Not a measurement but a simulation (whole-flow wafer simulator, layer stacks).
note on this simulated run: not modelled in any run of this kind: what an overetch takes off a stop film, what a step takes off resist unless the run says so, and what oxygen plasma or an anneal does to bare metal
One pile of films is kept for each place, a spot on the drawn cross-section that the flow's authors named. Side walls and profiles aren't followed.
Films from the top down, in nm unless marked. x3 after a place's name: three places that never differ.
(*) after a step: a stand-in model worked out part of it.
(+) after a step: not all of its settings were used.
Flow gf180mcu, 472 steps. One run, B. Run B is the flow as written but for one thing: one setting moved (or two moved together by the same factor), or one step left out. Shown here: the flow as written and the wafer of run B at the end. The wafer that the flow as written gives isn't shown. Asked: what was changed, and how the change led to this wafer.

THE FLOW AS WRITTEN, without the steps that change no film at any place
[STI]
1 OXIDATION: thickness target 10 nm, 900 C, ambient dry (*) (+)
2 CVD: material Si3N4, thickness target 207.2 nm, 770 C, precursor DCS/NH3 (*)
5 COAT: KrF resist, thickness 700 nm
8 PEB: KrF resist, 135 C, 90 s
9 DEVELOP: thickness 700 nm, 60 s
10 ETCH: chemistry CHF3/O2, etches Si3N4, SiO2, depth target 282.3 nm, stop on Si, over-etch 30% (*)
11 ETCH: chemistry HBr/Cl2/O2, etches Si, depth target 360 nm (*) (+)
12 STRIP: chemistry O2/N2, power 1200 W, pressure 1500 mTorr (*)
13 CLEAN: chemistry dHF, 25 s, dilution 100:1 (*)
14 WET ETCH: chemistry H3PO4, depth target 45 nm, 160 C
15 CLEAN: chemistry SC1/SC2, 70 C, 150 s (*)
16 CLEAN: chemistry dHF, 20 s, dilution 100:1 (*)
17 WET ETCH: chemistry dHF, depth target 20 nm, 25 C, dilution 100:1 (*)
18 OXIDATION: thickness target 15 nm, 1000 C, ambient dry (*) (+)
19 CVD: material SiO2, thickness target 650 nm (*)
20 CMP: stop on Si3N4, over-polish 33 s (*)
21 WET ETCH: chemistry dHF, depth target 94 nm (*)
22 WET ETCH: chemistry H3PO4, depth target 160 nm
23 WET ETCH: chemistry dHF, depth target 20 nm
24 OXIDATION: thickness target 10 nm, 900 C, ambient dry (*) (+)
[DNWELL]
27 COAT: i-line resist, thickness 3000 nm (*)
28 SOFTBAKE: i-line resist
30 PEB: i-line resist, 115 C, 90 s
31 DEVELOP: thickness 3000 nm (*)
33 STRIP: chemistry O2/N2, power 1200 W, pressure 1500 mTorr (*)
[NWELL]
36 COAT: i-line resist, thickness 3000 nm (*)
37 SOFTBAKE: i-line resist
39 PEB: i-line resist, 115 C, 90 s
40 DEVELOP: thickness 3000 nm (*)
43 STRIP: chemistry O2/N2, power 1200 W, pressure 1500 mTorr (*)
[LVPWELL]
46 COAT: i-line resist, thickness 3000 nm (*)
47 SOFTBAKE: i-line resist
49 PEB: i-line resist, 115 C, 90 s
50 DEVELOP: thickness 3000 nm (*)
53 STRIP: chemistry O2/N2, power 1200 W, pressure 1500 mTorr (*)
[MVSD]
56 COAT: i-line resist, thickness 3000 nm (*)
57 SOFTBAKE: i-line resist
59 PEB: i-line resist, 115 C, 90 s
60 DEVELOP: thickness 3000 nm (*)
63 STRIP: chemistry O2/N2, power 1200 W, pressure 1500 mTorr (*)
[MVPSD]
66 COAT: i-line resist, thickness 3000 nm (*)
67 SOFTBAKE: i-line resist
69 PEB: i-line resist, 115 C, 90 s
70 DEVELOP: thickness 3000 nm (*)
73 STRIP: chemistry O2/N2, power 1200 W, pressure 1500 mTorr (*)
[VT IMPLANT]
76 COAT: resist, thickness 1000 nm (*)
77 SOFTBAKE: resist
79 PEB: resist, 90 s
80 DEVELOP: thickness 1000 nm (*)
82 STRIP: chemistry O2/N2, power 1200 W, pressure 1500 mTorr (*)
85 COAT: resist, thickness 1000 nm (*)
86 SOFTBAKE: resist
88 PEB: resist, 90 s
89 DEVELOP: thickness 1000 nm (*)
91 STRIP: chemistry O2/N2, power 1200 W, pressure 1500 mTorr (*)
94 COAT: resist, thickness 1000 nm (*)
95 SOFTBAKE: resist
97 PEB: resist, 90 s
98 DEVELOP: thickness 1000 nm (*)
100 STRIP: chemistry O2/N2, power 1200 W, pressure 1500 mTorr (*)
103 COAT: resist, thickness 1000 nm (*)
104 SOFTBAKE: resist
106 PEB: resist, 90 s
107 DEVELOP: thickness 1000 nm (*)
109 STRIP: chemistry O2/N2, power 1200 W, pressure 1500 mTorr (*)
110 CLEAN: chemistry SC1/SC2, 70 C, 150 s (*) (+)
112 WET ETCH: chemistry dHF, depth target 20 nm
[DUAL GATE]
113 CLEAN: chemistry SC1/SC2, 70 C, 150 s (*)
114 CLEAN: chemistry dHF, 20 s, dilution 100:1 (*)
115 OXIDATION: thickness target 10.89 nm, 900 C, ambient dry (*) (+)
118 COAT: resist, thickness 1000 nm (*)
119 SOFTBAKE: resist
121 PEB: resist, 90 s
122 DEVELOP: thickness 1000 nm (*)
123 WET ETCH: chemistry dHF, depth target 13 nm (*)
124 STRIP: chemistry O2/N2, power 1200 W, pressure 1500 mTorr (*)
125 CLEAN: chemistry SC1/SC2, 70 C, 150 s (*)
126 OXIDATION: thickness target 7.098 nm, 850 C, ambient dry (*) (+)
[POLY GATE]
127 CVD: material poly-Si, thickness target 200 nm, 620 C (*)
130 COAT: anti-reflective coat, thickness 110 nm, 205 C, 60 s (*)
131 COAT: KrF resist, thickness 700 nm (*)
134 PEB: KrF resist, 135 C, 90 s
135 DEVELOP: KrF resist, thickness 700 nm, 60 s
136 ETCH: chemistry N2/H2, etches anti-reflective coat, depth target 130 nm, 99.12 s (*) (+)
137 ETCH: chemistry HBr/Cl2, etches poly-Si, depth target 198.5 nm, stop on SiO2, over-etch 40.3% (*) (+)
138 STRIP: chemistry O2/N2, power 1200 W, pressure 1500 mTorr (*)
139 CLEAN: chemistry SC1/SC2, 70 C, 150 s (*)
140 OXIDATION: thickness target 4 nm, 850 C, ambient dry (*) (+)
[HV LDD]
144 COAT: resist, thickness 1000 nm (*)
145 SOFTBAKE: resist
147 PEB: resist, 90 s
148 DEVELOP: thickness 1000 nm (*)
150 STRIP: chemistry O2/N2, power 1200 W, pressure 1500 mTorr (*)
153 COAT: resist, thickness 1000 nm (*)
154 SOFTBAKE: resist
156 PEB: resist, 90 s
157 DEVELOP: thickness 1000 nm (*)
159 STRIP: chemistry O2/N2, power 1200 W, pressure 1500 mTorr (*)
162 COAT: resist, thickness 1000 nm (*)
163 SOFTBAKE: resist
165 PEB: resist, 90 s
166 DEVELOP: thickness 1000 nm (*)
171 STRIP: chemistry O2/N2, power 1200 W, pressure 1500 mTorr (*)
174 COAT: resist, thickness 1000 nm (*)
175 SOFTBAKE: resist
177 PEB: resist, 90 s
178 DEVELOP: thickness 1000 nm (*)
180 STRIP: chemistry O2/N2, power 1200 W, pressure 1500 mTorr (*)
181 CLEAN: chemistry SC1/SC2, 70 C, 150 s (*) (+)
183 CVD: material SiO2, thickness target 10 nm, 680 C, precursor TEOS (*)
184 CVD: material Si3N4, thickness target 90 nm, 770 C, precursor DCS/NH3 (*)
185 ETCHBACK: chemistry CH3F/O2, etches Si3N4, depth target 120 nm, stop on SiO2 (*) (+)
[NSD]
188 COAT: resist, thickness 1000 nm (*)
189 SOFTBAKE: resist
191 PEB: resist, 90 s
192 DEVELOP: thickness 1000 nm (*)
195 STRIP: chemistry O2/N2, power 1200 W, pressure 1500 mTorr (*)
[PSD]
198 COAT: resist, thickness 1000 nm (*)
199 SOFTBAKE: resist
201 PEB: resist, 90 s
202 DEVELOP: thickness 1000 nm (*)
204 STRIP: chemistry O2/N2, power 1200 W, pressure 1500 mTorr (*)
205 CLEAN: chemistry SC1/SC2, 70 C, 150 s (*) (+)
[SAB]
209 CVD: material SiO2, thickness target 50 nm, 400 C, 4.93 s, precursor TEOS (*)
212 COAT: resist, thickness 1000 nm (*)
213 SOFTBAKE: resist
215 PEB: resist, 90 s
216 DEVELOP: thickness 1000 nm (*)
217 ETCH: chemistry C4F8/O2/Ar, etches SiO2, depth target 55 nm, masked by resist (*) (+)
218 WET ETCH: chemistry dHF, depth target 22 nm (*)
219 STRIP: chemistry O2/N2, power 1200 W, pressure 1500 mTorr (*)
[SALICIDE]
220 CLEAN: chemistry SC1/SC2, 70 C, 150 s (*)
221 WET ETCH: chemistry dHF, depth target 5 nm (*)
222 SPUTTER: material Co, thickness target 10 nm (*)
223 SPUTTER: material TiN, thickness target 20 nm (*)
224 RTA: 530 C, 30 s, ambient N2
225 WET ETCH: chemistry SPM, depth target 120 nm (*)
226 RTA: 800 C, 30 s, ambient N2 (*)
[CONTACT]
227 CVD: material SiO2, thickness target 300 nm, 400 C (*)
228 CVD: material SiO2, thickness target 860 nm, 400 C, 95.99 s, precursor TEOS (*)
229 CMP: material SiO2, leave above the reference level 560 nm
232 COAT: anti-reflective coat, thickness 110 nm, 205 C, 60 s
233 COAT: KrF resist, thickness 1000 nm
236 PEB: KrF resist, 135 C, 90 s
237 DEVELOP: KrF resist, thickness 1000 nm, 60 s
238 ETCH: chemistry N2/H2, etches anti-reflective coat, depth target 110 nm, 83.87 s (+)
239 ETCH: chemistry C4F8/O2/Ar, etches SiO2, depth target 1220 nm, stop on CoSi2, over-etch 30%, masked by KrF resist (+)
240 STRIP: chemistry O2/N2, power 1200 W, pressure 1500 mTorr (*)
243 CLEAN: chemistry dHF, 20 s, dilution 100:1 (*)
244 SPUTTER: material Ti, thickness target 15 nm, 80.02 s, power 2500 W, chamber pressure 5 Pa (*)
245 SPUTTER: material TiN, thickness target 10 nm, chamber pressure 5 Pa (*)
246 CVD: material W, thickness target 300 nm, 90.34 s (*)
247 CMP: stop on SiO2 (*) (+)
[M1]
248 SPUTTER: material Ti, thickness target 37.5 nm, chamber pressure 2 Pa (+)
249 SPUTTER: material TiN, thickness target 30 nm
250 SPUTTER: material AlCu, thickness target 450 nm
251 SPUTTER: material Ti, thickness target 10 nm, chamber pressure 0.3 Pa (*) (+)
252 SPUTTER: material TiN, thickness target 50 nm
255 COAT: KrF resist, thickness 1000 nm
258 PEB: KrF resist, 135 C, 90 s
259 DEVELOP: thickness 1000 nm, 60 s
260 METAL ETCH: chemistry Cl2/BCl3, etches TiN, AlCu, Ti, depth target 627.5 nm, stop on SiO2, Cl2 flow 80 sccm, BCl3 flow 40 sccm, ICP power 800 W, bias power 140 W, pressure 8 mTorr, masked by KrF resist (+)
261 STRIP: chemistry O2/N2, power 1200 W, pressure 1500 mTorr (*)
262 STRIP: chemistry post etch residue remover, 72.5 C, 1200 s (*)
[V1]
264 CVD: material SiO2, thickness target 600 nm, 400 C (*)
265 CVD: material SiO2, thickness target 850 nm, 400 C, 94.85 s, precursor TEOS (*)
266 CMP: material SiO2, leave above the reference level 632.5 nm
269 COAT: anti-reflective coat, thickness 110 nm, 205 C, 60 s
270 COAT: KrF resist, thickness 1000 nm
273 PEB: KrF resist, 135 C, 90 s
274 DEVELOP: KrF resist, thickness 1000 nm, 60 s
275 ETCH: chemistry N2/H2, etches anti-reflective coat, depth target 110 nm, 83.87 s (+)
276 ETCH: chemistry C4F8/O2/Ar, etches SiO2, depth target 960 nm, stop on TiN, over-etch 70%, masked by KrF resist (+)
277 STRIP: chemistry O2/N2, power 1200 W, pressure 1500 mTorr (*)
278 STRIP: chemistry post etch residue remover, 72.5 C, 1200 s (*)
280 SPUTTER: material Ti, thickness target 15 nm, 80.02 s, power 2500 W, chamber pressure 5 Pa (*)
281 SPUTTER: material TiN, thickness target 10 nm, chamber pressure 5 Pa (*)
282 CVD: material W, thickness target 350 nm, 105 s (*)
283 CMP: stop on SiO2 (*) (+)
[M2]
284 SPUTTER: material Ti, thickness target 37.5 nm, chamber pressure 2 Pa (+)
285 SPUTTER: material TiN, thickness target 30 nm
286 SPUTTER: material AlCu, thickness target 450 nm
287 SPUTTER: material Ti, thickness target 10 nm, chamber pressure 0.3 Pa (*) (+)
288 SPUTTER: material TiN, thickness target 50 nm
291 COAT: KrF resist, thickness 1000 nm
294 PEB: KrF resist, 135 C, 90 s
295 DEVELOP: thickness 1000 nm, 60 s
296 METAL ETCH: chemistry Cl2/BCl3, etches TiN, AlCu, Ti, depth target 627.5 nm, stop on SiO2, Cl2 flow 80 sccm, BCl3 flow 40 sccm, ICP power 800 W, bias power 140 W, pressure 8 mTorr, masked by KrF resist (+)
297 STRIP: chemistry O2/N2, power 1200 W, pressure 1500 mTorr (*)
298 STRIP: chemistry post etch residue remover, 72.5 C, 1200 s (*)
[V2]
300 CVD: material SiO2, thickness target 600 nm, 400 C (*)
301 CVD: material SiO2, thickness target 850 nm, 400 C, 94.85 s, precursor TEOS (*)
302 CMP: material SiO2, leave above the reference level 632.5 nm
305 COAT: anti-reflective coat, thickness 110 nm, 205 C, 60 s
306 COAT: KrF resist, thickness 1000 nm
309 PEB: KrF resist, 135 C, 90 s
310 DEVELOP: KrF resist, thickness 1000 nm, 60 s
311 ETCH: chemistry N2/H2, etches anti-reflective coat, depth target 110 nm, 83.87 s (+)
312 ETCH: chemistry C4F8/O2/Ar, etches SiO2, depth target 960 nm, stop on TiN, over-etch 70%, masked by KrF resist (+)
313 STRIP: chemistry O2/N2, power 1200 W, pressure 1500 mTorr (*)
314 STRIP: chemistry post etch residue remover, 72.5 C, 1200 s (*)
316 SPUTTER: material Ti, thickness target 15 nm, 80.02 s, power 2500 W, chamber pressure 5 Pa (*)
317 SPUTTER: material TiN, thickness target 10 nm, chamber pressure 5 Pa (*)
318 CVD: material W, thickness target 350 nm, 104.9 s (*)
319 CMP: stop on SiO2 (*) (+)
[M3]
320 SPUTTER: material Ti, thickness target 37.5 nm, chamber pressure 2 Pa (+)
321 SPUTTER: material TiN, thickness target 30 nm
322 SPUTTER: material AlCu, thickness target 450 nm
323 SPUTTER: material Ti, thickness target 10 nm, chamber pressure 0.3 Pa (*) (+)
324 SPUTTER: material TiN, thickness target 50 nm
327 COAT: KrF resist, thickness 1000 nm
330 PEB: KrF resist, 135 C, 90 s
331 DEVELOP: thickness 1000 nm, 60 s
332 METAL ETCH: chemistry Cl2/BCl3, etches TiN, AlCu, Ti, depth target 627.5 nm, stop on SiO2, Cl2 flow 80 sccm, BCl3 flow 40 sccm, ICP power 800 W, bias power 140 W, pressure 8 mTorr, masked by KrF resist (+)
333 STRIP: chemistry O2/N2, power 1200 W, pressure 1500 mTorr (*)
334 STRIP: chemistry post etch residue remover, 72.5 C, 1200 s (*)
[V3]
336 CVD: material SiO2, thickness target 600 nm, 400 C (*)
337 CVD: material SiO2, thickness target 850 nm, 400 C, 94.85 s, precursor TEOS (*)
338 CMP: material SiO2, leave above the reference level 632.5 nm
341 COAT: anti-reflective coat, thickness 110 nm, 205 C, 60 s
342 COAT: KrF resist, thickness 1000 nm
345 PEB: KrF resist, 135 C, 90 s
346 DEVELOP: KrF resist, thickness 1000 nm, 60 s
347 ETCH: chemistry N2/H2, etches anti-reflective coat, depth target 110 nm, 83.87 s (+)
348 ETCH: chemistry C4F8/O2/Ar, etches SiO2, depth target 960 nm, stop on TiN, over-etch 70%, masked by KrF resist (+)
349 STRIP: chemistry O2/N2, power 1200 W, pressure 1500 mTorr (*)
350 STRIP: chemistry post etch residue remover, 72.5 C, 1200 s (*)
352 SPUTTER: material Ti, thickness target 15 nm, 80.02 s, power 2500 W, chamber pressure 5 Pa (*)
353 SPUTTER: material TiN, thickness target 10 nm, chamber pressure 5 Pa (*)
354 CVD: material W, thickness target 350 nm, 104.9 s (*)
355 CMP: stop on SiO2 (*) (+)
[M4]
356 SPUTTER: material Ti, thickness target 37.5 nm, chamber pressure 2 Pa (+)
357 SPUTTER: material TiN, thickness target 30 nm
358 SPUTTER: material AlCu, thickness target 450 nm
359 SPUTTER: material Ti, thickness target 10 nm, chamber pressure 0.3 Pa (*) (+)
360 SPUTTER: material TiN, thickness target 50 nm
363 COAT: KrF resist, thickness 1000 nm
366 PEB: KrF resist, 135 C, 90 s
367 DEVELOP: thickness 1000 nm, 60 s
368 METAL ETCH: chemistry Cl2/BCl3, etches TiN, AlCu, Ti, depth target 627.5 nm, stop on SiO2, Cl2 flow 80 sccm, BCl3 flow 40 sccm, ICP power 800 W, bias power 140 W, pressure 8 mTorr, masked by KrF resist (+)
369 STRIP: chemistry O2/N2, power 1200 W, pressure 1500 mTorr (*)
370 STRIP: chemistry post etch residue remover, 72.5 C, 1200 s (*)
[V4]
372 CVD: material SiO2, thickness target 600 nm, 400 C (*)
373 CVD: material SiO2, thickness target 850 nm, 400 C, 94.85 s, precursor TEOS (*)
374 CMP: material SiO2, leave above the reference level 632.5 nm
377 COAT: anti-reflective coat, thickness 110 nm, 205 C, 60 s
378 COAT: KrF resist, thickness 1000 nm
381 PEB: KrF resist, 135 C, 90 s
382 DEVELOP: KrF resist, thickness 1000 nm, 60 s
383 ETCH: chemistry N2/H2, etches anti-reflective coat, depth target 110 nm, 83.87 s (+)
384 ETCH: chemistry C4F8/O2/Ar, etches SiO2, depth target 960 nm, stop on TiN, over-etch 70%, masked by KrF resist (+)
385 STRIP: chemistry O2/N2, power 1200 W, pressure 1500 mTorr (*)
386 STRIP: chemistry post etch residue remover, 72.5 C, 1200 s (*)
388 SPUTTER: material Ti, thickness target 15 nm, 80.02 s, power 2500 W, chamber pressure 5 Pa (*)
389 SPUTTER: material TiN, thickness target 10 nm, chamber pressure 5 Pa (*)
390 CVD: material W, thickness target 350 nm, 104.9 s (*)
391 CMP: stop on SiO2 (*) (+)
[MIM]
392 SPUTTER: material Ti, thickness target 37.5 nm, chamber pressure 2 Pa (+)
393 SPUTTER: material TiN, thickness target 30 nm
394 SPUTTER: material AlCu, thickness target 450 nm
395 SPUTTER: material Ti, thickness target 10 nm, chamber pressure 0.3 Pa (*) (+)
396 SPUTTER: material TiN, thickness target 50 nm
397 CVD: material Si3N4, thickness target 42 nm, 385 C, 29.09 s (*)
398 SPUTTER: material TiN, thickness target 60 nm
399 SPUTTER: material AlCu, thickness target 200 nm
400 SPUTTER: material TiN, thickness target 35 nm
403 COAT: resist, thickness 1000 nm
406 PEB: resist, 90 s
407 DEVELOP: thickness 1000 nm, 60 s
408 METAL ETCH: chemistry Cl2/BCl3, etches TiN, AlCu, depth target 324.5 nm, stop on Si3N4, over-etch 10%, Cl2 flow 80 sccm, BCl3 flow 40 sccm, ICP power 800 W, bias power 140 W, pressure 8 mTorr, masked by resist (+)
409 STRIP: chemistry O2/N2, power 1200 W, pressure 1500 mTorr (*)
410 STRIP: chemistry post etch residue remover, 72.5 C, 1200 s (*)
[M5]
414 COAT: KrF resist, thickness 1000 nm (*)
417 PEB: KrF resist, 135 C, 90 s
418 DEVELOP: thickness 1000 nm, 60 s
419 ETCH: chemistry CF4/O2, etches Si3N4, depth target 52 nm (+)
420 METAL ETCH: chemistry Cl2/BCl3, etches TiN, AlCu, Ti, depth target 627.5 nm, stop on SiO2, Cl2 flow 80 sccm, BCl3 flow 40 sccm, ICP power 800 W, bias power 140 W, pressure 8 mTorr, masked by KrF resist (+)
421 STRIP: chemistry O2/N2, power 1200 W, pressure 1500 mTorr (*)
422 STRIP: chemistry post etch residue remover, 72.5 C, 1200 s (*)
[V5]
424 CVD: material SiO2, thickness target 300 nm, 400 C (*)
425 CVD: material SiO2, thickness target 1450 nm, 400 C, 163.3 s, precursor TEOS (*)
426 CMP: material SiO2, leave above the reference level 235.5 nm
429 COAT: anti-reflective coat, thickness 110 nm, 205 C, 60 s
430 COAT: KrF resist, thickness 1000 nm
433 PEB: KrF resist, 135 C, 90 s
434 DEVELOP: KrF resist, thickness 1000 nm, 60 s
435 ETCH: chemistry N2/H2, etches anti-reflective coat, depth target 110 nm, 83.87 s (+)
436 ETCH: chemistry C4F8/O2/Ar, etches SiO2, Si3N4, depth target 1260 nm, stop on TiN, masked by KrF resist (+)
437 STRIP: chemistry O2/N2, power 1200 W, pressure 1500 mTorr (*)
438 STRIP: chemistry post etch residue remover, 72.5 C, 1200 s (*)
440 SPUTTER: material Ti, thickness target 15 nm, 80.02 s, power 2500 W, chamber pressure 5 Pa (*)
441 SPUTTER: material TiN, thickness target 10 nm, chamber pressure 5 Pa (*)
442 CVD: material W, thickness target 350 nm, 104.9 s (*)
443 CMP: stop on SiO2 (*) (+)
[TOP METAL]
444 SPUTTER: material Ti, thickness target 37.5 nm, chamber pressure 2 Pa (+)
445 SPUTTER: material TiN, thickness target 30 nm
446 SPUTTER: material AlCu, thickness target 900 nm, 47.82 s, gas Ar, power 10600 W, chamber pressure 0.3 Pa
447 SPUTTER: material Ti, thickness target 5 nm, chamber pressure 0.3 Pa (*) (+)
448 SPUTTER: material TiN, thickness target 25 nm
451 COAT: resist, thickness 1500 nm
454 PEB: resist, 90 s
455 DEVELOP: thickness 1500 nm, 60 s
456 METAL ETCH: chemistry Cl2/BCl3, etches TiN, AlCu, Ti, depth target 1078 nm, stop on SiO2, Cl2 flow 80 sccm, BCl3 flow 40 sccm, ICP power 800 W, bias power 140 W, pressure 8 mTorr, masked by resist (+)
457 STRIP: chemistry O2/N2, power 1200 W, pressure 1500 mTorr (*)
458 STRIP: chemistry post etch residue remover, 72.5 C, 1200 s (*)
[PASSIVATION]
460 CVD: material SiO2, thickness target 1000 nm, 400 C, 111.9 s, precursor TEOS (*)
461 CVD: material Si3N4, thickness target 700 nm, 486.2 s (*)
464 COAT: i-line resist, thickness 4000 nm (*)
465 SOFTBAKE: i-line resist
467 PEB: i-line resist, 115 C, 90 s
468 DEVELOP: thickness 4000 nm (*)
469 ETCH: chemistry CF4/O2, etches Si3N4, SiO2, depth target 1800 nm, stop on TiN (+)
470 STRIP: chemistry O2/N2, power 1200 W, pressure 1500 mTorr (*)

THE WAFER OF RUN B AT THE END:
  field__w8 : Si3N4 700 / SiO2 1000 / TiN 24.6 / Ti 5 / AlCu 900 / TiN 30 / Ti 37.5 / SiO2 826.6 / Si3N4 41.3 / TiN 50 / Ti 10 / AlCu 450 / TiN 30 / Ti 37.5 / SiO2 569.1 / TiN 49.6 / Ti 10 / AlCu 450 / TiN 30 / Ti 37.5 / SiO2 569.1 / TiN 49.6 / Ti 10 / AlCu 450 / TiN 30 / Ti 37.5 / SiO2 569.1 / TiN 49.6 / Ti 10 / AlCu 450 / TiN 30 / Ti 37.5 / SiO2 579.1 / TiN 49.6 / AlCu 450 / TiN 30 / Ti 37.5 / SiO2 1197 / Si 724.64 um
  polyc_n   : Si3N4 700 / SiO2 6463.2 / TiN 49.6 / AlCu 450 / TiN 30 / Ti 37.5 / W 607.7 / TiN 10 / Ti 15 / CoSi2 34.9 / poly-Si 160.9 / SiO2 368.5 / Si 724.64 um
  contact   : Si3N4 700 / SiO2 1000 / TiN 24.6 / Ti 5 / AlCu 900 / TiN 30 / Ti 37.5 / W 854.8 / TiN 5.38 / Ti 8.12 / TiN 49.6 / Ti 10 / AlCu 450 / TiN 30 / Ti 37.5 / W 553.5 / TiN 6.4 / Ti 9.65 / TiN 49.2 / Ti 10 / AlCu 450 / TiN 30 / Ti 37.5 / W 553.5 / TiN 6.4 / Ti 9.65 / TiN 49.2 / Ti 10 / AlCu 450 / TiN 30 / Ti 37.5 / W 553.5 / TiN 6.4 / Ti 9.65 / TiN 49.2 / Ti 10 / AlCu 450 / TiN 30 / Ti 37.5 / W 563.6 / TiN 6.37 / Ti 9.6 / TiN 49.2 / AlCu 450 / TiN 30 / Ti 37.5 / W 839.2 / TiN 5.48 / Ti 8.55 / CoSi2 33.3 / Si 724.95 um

The cause: step 251, SPUTTER: material Ti, thickness target 10 nm, chamber pressure 0.3 Pa (*) (+), was left out.

How the change led to this, step by step:
  260 METAL ETCH: chemistry Cl2/BCl3, etches TiN, AlCu, Ti, depth target 627.5 nm, stop on SiO2, Cl2 flow 80 sccm, BCl3 flow 40 sccm, ICP power 800 W, bias power 140 W, pressure 8 mTorr, masked by KrF resist (+)
      field, field__w1, field__w2 and 99 more: TiN -50 (all of it), AlCu -450 (all of it), TiN -30 (all of it), Ti -37.5 (all of it) (as written it would be: TiN -50 (all of it), Ti -10 (all of it), AlCu -450 (all of it), TiN -30 (all of it), Ti -37.5 (all of it))
